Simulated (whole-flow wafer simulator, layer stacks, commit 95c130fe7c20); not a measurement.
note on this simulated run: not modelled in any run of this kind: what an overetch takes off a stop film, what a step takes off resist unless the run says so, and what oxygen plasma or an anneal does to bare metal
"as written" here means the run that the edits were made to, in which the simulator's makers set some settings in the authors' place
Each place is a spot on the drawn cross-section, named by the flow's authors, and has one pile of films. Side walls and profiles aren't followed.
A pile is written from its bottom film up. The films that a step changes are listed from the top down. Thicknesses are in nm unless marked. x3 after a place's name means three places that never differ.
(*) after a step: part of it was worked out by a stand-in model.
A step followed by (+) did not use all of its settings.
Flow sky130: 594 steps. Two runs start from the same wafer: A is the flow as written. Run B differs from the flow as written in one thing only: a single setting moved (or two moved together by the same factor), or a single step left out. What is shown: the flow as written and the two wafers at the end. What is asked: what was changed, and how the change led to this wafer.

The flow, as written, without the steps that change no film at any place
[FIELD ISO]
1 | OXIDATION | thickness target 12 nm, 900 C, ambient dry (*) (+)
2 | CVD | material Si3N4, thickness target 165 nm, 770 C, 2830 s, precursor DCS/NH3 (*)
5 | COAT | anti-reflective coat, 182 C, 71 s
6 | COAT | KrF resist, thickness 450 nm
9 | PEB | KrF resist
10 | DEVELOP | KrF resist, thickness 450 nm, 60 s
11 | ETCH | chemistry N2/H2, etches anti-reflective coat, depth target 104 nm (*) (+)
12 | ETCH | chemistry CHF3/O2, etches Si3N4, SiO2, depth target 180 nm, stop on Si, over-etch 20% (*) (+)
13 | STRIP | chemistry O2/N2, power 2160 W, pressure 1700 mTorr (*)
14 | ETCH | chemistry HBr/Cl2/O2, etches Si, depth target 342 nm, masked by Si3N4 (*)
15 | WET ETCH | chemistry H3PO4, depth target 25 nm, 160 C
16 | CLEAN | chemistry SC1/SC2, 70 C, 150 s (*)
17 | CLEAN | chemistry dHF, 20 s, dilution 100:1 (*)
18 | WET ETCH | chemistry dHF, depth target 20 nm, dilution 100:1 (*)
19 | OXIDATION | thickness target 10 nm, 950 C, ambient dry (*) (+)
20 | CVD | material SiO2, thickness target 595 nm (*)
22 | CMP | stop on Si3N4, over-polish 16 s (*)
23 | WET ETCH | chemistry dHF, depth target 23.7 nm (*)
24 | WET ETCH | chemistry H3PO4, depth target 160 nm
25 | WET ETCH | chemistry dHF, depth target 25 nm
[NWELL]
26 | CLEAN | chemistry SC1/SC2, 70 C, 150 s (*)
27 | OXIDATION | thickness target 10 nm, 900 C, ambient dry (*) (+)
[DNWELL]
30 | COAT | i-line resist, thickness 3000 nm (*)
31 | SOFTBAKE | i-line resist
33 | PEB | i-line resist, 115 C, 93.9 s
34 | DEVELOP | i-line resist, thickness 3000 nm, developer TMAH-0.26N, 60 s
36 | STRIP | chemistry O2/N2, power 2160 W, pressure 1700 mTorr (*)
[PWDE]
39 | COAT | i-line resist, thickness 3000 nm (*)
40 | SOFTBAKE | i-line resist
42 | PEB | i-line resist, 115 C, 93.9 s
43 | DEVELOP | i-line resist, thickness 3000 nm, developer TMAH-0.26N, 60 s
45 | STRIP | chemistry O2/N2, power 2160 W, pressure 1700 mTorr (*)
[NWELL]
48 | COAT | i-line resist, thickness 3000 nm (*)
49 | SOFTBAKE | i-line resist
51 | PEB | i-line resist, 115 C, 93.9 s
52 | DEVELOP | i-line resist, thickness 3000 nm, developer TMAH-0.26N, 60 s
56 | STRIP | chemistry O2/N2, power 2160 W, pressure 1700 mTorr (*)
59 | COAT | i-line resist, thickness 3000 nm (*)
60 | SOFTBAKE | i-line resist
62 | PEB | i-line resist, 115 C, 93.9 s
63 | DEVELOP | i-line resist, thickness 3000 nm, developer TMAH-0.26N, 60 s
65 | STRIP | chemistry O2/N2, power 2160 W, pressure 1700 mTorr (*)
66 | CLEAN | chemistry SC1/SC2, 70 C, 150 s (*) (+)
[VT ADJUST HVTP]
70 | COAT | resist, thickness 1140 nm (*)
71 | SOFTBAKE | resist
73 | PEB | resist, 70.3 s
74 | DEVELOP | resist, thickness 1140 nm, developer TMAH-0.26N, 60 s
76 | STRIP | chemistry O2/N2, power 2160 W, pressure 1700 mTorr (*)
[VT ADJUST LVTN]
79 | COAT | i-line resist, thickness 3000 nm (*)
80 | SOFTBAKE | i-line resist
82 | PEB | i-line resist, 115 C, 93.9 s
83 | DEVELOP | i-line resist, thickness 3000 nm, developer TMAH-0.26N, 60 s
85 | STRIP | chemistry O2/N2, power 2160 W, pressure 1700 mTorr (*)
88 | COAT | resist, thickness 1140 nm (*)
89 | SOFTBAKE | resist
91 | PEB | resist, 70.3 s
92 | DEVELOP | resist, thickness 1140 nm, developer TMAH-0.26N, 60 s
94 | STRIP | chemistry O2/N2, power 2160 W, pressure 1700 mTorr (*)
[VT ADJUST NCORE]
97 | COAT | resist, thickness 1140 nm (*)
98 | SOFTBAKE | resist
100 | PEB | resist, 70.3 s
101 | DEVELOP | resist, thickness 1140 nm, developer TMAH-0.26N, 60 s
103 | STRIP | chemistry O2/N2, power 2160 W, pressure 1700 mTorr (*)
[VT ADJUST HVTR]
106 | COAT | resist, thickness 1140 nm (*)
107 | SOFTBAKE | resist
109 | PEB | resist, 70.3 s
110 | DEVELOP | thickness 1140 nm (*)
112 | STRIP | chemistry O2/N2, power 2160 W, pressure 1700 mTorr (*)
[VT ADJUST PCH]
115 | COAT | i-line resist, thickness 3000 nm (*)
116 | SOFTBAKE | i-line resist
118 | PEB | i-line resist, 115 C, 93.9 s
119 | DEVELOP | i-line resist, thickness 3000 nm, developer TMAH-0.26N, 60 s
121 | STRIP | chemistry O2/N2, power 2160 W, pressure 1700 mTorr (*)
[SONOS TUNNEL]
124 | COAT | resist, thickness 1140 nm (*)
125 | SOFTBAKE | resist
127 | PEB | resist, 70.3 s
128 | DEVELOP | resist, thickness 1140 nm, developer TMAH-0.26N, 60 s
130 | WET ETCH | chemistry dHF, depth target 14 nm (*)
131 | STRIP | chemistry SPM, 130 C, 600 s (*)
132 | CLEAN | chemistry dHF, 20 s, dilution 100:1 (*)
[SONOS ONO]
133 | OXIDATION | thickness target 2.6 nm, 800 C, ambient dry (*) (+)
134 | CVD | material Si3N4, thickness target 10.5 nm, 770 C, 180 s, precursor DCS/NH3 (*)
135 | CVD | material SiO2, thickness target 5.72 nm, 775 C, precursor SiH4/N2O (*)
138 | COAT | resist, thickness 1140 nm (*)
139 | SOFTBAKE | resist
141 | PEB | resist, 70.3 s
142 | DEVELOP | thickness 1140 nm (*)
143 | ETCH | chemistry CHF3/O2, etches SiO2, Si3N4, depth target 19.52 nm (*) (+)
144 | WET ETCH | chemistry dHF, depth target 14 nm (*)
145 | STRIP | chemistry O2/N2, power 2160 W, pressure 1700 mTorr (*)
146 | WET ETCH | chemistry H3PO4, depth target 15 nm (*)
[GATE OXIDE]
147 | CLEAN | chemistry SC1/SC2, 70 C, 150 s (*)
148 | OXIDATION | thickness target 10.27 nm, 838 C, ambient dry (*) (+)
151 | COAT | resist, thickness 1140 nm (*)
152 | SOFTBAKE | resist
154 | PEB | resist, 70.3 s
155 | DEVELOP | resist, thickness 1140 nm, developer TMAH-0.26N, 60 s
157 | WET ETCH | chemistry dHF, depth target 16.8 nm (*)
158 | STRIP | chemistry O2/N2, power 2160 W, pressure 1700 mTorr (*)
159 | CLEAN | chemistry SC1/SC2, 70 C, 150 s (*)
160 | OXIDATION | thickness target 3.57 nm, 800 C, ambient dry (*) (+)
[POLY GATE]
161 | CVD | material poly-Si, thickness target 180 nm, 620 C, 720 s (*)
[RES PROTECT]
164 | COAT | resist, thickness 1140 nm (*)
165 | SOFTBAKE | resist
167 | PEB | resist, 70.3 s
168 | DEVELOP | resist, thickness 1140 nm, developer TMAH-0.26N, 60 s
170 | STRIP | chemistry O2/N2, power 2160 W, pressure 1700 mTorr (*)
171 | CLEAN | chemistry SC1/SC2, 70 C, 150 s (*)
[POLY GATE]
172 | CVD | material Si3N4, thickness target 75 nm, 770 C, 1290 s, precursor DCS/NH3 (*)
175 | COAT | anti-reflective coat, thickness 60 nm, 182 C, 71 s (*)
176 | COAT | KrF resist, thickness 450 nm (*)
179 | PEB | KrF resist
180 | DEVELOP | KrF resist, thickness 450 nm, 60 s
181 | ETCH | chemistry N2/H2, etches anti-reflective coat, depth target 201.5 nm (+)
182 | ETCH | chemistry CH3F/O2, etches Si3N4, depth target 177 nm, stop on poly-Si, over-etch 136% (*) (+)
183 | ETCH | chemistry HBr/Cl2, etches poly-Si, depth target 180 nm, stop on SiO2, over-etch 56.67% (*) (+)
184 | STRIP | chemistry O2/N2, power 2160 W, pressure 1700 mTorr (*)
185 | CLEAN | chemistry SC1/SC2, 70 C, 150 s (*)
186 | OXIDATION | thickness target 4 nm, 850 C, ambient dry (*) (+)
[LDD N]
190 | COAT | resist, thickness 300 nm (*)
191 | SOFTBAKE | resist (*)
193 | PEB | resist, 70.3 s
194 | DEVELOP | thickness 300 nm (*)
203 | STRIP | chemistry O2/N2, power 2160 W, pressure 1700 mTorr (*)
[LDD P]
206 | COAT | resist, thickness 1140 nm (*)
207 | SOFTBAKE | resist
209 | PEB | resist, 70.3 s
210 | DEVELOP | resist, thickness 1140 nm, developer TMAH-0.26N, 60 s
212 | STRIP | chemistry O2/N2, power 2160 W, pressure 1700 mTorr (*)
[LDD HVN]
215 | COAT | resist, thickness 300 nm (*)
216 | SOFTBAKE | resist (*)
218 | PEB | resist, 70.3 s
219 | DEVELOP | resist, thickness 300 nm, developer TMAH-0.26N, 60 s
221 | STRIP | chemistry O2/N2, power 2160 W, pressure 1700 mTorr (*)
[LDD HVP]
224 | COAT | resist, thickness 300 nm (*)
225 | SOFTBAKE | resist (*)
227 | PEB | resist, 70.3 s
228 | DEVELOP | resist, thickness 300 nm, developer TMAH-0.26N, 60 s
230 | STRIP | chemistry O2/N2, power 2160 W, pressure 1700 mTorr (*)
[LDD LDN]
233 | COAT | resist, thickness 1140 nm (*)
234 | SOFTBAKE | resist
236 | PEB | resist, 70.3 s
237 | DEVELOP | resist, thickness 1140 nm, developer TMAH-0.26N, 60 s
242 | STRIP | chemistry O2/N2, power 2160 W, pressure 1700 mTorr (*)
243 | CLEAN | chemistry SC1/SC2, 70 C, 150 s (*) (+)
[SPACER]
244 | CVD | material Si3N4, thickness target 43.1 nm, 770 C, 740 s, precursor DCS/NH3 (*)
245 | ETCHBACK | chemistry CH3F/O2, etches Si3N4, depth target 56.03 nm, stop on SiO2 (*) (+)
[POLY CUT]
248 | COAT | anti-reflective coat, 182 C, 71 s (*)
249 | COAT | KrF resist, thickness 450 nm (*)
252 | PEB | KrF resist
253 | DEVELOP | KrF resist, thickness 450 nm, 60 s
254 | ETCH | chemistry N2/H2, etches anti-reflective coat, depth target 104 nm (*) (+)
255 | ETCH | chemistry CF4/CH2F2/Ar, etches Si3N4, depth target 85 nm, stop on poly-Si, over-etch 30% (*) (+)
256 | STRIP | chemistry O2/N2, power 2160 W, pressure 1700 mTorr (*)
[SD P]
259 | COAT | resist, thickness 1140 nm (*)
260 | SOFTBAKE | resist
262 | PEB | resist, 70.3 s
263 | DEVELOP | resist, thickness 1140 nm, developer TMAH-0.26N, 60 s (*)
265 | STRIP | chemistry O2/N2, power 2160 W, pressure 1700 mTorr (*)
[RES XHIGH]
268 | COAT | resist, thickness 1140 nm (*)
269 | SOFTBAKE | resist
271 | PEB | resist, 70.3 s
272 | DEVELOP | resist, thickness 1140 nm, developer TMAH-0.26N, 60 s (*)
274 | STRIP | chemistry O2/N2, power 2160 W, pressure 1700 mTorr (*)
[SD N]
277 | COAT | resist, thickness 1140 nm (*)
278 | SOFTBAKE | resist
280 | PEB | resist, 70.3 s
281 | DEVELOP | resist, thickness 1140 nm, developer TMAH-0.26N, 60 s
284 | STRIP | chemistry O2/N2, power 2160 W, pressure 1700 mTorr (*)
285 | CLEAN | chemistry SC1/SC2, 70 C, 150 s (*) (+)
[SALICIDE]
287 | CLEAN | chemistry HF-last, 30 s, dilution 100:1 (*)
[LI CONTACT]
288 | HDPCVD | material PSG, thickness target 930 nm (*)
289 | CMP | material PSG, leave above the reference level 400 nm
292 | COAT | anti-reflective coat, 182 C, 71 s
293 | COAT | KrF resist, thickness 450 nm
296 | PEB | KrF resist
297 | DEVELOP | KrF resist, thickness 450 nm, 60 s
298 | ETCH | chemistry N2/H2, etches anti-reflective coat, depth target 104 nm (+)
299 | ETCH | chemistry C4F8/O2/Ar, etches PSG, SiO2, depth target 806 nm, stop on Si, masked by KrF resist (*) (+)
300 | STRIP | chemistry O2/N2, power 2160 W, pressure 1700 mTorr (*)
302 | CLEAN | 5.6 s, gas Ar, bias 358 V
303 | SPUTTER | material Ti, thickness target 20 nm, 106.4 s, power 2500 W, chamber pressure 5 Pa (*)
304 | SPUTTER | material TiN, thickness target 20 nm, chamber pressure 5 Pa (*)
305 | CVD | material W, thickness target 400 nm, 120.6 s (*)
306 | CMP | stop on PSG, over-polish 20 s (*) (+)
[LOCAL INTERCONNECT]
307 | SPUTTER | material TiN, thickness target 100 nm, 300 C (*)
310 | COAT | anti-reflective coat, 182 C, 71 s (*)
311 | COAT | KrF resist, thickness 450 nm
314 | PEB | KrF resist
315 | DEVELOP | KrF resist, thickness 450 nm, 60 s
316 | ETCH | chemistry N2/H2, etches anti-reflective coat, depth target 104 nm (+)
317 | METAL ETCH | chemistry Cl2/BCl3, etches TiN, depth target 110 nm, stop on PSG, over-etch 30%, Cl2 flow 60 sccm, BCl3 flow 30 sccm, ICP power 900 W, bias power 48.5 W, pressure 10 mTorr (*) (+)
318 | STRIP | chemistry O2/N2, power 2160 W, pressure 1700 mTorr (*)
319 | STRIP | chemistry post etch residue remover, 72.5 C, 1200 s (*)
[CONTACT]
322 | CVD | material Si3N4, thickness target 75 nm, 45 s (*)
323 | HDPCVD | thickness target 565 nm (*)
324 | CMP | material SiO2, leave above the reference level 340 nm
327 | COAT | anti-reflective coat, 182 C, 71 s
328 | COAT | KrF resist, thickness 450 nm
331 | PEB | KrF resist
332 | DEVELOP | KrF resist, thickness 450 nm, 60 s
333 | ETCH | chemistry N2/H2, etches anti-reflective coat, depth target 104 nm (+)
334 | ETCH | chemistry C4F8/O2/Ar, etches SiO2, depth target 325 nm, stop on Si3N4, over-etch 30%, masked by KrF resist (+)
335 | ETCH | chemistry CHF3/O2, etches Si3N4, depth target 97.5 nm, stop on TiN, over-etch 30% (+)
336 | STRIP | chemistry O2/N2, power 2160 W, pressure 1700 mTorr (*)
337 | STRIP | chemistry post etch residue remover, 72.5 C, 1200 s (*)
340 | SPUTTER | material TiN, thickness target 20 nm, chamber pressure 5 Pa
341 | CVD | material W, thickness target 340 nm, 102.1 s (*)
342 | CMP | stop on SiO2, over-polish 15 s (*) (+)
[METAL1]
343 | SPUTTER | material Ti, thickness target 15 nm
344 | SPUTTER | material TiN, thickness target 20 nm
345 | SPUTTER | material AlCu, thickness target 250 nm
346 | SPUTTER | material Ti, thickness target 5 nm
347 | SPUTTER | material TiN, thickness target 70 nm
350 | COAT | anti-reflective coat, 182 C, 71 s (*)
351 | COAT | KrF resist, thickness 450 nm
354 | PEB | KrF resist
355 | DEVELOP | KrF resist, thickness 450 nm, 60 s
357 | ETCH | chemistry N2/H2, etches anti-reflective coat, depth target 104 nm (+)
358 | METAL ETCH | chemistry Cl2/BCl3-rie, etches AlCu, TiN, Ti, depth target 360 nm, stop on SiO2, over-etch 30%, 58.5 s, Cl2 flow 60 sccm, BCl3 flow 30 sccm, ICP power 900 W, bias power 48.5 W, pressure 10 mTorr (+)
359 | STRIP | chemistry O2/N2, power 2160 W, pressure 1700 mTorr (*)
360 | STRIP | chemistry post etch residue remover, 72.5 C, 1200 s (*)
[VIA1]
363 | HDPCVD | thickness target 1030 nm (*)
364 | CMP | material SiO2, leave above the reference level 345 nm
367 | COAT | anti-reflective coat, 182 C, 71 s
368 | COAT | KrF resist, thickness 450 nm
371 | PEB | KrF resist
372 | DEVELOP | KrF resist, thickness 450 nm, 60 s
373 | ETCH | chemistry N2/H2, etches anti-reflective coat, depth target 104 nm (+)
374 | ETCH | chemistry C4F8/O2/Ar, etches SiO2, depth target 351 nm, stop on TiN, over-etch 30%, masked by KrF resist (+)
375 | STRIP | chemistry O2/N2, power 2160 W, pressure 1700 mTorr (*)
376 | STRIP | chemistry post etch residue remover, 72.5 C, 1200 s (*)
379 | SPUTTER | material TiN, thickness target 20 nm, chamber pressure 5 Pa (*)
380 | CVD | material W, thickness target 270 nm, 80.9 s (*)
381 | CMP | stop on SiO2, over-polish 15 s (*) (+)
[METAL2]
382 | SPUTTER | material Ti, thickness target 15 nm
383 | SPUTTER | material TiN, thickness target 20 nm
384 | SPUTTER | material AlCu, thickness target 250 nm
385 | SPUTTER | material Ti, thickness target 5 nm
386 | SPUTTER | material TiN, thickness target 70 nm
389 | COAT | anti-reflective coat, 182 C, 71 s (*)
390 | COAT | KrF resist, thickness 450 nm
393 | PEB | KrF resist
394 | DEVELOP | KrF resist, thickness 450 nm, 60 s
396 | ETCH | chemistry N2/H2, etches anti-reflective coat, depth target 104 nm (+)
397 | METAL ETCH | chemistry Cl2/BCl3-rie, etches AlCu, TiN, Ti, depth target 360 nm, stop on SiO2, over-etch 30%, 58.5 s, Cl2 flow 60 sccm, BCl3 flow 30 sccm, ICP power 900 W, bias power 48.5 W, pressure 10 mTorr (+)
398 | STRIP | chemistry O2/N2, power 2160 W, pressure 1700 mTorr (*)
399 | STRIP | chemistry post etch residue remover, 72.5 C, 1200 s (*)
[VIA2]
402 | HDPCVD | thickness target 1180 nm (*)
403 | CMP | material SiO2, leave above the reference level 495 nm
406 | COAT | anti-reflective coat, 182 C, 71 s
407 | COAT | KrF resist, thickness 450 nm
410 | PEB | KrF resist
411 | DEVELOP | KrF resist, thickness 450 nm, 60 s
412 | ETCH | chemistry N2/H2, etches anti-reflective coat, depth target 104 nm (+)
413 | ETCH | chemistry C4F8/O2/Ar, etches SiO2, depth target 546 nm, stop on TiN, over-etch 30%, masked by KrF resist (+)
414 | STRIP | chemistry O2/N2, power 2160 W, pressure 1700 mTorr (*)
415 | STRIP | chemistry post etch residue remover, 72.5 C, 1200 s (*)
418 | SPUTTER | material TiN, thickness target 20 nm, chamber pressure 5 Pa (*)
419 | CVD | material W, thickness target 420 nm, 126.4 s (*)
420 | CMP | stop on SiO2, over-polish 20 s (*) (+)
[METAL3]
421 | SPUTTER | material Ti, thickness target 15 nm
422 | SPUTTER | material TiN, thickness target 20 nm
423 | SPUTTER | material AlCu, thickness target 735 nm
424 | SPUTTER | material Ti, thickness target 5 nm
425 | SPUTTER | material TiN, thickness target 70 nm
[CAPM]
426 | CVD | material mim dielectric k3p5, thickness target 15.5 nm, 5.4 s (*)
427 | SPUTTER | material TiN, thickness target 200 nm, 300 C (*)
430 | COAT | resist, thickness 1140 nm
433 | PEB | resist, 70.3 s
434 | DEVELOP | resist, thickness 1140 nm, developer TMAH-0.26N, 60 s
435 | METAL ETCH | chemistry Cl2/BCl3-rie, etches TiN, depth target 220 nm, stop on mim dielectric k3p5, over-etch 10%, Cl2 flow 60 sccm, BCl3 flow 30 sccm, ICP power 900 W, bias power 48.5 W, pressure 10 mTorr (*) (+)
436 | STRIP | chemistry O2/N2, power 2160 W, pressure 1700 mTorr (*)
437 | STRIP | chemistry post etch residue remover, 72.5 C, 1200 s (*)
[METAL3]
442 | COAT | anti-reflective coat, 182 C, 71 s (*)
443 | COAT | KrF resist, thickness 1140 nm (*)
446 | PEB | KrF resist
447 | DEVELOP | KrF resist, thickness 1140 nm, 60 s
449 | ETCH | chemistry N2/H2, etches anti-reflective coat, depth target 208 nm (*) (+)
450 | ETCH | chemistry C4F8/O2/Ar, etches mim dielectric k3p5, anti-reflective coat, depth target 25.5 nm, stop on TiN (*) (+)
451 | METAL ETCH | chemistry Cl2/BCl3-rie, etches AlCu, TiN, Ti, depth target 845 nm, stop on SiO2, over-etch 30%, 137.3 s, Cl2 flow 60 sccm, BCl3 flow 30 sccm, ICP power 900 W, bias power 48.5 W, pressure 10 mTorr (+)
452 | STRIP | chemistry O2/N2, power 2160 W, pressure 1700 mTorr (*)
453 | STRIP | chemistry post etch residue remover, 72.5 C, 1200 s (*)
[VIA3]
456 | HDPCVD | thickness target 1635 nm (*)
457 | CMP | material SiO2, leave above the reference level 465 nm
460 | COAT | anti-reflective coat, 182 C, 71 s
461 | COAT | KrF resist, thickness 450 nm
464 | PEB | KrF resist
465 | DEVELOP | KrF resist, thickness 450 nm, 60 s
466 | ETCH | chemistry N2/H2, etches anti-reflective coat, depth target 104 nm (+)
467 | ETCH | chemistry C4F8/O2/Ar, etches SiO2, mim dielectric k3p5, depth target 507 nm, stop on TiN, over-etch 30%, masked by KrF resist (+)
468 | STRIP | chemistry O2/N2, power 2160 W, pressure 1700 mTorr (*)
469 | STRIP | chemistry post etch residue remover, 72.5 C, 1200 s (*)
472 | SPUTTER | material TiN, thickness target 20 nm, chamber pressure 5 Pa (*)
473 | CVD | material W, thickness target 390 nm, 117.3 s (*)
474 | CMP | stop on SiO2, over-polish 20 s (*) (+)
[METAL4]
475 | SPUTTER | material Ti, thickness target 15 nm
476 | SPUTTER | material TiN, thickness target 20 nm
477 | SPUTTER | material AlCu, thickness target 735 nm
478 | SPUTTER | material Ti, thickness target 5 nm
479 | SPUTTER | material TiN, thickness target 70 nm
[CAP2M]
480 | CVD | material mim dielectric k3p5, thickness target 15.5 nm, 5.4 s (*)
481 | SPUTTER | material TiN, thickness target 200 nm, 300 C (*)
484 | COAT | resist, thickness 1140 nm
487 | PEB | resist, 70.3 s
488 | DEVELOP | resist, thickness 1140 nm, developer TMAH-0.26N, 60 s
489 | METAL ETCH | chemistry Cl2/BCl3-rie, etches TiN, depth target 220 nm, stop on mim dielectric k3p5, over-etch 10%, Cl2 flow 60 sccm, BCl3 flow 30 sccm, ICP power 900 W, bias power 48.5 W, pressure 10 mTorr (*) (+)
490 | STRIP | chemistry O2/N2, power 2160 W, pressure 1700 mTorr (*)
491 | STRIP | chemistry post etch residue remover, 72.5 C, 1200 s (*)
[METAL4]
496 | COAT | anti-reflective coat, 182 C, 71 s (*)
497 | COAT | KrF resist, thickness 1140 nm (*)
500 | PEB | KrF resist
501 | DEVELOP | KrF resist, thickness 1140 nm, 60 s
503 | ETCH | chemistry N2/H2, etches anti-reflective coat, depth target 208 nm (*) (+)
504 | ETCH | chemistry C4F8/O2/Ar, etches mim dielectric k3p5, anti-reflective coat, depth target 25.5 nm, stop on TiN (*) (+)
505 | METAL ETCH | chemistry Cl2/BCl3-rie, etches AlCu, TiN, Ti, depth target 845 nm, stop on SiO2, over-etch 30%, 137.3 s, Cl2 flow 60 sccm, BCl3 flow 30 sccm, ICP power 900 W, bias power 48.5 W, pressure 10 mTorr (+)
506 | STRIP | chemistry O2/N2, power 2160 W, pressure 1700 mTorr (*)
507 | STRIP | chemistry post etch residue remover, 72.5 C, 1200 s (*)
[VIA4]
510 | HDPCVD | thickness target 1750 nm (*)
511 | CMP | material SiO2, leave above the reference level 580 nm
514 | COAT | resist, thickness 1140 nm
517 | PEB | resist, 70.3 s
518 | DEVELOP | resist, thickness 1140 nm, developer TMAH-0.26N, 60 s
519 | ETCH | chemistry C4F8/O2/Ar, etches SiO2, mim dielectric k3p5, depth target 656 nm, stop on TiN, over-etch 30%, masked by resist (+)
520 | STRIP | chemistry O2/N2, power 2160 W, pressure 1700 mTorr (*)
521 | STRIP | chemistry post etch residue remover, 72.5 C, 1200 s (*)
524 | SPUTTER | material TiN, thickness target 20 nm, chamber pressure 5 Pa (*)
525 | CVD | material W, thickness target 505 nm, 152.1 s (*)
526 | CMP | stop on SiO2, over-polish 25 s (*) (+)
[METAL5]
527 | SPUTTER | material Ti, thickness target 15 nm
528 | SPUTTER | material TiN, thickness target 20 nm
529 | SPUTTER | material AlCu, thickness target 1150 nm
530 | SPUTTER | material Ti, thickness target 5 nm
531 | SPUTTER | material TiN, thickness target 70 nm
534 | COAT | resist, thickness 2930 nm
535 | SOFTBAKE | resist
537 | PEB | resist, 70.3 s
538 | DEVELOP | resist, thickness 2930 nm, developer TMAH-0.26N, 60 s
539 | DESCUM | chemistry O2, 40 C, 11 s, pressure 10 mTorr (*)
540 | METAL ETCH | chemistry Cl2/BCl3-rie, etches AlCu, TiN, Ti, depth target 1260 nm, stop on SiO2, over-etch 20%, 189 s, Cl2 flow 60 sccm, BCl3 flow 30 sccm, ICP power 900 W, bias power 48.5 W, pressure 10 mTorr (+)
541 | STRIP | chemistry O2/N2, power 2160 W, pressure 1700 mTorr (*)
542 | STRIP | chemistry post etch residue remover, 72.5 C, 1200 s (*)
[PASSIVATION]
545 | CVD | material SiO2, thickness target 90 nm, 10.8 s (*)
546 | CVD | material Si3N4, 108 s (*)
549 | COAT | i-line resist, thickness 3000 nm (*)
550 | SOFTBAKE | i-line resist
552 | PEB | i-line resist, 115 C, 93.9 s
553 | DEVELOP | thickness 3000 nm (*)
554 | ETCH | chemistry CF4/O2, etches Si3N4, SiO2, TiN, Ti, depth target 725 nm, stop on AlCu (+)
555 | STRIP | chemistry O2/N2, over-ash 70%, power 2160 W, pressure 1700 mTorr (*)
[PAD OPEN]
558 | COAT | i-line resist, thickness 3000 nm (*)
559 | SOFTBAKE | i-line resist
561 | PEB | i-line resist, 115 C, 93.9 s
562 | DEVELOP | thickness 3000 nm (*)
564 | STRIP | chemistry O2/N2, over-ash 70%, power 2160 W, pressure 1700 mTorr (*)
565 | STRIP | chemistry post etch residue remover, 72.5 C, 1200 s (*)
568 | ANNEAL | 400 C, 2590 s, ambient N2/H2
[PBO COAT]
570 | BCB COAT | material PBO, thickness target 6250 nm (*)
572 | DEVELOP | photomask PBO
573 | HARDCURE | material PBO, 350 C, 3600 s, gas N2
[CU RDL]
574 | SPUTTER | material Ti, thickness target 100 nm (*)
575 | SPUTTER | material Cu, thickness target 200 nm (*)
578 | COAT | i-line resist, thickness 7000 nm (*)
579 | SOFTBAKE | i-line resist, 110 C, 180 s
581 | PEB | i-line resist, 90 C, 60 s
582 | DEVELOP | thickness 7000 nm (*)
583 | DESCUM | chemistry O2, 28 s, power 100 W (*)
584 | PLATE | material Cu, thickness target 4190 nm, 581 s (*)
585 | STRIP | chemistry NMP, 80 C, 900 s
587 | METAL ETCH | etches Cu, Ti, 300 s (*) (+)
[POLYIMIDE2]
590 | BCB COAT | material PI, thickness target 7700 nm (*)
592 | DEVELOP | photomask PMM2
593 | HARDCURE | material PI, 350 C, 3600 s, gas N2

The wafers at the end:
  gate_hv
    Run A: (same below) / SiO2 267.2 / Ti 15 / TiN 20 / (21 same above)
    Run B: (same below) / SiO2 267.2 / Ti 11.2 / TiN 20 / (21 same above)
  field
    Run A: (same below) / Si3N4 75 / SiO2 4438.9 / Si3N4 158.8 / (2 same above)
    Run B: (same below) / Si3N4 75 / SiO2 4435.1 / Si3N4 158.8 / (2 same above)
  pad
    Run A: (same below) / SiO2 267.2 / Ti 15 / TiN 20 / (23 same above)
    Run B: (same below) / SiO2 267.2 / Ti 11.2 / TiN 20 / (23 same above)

What caused this: step 382, SPUTTER: thickness target 11.2 nm was run, though the flow has thickness target 15 nm.
One can read it off the wafer: gate_hv has Ti 11.2, and step 382 as written asks for 15 nm.

The path from the change to this, step by step:
  382 | SPUTTER | material Ti, thickness target 15 nm
      field, active, n_well and 188 more: A +15 Ti (new film) | B +11.2 Ti (new film)
  397 | METAL ETCH | chemistry Cl2/BCl3-rie, etches AlCu, TiN, Ti, depth target 360 nm, stop on SiO2, over-etch 30%, 58.5 s, Cl2 flow 60 sccm, BCl3 flow 30 sccm, ICP power 900 W, bias power 48.5 W, pressure 10 mTorr (+)
      field, active, gate and 82 more: A -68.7 TiN (all of it), -5 Ti (all of it), -250 AlCu (all of it), -20 TiN (all of it), -15 Ti (all of it), -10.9 SiO2 | B -68.7 TiN (all of it), -5 Ti (all of it), -250 AlCu (all of it), -20 TiN (all of it), -11.2 Ti (all of it), -11.3 SiO2
